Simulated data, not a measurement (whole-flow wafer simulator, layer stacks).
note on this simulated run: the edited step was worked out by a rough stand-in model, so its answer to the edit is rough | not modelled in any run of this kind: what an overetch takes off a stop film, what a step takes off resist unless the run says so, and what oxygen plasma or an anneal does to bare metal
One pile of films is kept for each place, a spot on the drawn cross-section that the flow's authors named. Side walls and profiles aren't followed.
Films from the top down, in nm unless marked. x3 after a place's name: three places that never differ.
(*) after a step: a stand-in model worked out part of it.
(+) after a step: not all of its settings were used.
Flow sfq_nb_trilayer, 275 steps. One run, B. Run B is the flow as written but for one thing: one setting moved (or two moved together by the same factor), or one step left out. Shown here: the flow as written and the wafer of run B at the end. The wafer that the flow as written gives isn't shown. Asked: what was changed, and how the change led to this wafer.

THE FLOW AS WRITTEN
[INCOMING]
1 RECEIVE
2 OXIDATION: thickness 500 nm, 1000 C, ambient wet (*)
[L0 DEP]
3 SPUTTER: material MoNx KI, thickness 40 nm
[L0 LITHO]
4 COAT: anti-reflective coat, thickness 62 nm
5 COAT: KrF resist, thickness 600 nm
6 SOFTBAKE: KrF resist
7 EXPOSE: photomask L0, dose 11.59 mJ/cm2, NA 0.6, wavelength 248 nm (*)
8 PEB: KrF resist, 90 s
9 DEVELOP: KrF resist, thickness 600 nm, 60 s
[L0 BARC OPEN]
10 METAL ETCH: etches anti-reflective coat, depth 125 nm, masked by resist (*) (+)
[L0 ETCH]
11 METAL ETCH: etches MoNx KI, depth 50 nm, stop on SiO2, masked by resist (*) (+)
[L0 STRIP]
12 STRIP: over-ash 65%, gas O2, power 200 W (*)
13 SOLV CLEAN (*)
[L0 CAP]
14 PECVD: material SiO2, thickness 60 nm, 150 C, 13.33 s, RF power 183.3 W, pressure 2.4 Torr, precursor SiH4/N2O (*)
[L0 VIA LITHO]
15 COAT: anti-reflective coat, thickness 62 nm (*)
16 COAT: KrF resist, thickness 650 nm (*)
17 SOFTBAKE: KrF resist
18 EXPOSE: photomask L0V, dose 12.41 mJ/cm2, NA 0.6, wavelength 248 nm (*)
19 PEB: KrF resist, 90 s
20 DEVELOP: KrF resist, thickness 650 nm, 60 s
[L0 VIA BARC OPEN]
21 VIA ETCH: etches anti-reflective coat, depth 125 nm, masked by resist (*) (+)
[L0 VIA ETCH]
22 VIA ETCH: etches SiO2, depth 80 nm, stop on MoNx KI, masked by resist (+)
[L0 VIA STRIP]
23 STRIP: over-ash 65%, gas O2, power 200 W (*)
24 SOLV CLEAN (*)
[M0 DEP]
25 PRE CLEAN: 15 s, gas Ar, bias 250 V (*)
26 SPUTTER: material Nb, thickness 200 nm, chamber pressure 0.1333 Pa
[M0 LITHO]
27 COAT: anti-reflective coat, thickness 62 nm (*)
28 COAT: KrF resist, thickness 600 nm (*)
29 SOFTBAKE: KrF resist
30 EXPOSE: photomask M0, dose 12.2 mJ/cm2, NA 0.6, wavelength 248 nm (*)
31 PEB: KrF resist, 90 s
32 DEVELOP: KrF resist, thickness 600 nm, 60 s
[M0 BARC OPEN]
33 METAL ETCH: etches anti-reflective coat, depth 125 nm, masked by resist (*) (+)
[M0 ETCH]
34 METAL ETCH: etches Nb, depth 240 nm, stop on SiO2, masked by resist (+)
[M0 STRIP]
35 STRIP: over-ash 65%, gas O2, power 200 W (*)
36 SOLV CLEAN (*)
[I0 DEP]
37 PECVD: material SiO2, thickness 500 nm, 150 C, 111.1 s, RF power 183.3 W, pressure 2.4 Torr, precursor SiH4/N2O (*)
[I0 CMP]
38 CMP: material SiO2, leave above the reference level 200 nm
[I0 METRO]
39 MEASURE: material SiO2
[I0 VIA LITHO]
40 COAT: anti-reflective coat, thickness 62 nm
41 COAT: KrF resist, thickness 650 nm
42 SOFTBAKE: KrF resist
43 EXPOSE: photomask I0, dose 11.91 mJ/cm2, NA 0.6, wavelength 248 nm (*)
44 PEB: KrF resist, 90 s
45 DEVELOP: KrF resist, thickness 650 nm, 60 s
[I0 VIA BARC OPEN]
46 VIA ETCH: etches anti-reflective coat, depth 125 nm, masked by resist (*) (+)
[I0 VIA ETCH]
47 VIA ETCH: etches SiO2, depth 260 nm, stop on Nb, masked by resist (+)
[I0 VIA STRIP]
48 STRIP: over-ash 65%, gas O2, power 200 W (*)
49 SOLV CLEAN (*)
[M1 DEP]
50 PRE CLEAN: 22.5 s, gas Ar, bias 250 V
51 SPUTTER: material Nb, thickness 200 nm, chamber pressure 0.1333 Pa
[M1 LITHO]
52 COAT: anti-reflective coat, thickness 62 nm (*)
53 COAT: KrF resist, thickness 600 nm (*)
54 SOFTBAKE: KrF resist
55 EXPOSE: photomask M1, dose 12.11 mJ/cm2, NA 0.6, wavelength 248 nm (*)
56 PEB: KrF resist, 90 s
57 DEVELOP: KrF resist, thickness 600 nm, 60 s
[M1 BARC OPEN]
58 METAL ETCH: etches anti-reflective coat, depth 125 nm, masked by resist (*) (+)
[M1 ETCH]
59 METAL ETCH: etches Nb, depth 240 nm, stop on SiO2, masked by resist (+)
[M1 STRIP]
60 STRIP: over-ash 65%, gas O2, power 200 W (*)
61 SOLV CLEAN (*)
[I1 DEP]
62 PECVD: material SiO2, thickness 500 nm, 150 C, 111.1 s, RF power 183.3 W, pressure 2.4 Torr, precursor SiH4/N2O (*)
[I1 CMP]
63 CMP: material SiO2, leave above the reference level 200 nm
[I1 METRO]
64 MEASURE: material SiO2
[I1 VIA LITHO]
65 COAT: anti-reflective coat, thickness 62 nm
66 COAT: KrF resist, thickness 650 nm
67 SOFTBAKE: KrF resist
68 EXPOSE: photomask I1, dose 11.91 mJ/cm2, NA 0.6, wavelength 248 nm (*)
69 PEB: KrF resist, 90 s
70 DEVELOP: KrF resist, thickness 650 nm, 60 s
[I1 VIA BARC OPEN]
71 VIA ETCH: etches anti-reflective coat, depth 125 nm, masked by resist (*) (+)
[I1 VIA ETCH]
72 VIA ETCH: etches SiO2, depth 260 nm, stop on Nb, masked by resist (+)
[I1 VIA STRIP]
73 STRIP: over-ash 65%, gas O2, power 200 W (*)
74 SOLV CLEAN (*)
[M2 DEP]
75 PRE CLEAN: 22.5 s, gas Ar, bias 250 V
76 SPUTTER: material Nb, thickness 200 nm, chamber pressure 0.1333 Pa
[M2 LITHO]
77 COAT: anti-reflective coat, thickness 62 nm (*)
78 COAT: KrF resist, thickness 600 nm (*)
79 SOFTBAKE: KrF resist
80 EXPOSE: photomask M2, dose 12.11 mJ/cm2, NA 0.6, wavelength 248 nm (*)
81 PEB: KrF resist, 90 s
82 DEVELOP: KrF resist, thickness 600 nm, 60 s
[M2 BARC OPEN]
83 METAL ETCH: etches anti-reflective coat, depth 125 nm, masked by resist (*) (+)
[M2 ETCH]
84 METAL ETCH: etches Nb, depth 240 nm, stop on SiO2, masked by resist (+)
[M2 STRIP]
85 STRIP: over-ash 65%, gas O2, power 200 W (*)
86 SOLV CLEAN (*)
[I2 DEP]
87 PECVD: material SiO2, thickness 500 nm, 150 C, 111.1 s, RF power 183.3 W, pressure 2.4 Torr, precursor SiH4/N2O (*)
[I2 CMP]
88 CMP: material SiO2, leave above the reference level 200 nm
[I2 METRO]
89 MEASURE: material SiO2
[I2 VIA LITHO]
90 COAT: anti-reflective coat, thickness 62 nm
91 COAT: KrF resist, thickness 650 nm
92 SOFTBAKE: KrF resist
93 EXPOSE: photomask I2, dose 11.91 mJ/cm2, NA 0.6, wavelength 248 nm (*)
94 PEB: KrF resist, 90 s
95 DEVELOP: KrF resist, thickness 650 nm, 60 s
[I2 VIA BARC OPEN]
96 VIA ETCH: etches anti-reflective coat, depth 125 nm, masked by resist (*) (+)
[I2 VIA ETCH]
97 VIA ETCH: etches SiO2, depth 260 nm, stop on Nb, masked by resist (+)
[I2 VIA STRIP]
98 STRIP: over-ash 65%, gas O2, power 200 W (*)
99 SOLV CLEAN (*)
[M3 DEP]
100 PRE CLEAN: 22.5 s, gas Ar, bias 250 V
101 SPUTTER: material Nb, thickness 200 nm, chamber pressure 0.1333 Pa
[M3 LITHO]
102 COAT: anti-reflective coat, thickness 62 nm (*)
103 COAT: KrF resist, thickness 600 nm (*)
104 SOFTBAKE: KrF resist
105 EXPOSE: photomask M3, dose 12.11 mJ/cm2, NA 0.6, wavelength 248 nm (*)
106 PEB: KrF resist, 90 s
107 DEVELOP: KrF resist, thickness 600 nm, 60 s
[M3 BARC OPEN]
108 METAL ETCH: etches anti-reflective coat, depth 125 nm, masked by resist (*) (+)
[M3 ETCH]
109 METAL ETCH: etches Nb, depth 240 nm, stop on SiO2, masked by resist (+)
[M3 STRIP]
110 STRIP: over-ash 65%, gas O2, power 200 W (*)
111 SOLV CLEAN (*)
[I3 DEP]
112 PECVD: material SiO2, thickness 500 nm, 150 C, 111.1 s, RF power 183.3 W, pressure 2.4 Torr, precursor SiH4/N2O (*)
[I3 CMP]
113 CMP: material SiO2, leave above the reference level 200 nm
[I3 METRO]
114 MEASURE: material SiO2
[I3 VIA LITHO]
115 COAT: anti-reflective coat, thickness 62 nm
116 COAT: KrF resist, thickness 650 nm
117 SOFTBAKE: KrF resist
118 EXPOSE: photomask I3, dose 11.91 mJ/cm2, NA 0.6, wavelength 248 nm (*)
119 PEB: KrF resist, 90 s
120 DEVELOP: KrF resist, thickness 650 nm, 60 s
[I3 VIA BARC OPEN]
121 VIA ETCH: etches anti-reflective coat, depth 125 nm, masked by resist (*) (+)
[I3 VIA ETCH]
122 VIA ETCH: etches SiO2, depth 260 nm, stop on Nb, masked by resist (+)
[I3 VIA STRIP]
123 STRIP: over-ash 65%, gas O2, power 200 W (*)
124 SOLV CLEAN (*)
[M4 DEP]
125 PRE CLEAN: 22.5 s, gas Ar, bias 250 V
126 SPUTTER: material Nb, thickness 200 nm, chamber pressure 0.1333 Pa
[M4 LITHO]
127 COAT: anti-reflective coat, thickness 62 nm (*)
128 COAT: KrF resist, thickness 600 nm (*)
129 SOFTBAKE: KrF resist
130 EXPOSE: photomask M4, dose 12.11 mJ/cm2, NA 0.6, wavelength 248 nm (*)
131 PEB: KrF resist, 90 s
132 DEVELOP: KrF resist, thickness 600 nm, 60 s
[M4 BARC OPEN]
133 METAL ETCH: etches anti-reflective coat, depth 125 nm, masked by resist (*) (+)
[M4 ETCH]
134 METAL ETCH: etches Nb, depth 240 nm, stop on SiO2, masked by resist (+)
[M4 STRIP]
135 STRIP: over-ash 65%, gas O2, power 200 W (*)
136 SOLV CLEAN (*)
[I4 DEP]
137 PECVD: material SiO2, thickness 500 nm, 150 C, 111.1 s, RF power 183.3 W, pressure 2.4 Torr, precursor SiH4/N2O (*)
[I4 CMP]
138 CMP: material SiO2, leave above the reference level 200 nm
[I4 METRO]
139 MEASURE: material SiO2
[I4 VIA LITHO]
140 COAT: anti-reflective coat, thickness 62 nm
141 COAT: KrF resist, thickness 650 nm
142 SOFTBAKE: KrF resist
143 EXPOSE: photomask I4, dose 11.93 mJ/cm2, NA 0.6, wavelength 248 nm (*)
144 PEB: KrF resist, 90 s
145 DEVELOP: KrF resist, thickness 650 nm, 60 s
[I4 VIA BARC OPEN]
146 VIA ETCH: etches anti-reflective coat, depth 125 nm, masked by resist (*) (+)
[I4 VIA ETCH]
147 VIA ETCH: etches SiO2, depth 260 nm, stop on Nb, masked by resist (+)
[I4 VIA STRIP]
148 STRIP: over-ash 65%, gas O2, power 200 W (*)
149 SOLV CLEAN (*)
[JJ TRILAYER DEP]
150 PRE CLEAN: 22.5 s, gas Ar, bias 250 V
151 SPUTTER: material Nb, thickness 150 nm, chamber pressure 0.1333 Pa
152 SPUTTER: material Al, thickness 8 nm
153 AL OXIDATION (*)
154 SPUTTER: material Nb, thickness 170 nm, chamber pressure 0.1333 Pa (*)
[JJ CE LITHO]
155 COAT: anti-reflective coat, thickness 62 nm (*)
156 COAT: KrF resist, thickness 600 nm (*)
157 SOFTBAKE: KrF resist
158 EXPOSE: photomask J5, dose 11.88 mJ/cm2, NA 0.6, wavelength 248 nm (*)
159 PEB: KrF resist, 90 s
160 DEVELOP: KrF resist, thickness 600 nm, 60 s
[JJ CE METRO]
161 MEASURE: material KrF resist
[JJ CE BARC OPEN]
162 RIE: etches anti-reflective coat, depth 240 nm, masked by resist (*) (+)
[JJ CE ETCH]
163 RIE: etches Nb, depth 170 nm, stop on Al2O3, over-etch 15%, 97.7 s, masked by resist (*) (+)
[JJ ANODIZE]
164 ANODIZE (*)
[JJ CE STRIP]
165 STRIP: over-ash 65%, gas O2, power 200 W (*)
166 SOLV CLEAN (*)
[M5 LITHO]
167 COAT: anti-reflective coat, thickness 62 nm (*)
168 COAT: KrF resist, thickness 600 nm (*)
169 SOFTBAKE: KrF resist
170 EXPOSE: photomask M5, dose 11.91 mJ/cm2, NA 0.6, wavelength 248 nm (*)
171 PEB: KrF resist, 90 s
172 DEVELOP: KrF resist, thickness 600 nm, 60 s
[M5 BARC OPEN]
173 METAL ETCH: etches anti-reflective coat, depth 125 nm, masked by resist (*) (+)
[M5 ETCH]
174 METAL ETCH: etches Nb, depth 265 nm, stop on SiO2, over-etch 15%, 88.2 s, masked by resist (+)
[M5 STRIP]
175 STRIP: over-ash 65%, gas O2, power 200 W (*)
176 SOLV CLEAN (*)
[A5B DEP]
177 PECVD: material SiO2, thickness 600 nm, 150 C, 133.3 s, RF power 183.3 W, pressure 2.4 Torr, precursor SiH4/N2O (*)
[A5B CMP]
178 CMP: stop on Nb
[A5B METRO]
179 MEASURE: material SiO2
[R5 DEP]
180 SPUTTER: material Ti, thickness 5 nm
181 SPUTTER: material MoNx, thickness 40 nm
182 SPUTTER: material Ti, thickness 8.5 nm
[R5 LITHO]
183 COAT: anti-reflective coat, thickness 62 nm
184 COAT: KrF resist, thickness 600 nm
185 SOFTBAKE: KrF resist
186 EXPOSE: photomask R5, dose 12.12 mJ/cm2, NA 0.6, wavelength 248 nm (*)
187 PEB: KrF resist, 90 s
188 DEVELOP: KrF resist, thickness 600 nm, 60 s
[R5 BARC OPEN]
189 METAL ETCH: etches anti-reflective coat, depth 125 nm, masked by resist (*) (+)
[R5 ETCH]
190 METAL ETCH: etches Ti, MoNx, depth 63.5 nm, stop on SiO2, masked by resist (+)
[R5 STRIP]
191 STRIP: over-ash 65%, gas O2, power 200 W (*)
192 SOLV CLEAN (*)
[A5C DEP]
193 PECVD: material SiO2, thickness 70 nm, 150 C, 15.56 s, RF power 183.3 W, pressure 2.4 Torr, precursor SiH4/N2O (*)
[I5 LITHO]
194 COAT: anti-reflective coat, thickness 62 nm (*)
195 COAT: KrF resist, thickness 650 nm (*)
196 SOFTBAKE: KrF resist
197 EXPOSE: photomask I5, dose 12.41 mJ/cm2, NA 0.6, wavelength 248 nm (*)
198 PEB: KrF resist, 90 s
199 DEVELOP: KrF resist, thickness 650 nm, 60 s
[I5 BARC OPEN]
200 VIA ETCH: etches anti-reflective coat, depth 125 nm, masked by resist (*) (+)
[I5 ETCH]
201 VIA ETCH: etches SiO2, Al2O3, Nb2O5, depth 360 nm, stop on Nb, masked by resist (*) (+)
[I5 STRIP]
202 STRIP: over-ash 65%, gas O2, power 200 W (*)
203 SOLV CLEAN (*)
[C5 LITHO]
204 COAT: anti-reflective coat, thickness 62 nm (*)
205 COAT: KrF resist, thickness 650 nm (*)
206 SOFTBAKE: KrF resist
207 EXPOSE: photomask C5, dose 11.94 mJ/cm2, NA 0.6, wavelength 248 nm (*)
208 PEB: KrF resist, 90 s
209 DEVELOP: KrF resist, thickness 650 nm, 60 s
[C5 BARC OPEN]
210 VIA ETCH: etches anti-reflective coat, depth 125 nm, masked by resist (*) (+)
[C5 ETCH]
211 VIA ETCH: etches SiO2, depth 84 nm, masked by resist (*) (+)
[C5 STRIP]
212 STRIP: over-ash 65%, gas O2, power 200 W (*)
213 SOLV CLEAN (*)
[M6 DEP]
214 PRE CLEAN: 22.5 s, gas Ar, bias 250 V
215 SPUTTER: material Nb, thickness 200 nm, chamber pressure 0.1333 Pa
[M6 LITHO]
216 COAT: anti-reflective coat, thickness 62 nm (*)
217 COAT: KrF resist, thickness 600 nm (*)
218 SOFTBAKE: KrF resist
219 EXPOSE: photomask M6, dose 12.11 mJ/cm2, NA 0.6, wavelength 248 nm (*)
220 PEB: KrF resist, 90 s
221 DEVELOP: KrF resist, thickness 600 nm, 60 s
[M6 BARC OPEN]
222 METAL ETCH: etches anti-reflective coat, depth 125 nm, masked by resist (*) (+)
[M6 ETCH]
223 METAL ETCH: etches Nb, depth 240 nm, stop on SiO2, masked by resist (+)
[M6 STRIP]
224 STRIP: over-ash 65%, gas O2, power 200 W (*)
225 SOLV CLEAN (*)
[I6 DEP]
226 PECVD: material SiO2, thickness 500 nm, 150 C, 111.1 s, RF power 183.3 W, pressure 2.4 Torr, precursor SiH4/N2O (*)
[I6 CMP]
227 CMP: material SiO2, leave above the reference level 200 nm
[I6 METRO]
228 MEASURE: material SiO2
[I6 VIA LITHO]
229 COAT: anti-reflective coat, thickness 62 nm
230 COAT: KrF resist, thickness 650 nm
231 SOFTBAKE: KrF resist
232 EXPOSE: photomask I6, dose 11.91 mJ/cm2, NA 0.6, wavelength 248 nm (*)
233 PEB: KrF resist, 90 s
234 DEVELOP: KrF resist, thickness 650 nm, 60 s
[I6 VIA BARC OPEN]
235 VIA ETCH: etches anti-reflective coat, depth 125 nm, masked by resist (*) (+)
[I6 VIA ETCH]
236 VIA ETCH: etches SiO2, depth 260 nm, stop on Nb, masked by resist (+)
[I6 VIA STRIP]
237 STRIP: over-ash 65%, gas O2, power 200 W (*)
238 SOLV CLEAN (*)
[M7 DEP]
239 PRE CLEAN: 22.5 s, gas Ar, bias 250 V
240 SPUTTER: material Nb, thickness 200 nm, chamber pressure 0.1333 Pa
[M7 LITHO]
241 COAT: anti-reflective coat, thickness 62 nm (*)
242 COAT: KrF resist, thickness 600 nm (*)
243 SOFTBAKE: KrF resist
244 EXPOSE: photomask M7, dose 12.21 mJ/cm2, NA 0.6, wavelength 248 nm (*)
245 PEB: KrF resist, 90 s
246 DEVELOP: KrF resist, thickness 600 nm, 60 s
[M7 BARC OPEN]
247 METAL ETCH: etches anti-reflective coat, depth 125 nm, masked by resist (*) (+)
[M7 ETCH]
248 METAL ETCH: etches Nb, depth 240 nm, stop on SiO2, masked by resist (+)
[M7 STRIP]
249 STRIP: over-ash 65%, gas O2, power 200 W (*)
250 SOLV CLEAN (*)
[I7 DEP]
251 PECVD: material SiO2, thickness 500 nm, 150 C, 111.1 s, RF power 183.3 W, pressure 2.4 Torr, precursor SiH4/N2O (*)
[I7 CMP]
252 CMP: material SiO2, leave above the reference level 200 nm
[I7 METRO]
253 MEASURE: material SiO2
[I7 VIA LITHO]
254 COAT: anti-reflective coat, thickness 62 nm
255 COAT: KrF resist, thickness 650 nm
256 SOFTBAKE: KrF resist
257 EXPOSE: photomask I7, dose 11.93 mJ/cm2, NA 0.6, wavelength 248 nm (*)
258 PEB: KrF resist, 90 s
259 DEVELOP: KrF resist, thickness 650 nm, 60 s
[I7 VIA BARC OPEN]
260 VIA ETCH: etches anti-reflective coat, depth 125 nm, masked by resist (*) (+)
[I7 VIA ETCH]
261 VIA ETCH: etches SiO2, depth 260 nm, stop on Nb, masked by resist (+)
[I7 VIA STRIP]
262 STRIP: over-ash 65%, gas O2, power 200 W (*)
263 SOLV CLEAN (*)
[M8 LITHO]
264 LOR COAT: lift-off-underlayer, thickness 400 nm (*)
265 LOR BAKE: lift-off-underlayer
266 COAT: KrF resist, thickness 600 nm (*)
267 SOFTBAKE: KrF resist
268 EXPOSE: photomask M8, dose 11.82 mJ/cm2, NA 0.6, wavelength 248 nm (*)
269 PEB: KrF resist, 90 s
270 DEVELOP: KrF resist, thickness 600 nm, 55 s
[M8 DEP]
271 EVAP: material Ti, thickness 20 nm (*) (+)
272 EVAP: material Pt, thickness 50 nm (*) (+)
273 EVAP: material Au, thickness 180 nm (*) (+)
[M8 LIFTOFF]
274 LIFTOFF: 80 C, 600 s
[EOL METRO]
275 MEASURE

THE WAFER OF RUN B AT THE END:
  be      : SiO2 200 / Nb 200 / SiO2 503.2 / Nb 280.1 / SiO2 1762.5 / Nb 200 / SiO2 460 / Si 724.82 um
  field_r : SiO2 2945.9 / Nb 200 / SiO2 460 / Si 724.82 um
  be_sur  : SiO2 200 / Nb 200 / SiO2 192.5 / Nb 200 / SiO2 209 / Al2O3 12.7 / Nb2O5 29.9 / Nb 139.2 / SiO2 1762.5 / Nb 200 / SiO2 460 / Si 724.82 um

The cause: step 2, OXIDATION: thickness 405 nm was run, where the flow has thickness 500 nm.

How the change led to this, step by step:
  2 OXIDATION: thickness 500 nm, 1000 C, ambient wet (*)
      field_l, v_sur, via_wl and 103 more: SiO2 +405 (new film), chemical SiO2 -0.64 (all of it), Si -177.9 (as written it would be: SiO2 +500 (new film), chemical SiO2 -0.64 (all of it), Si -219.7)
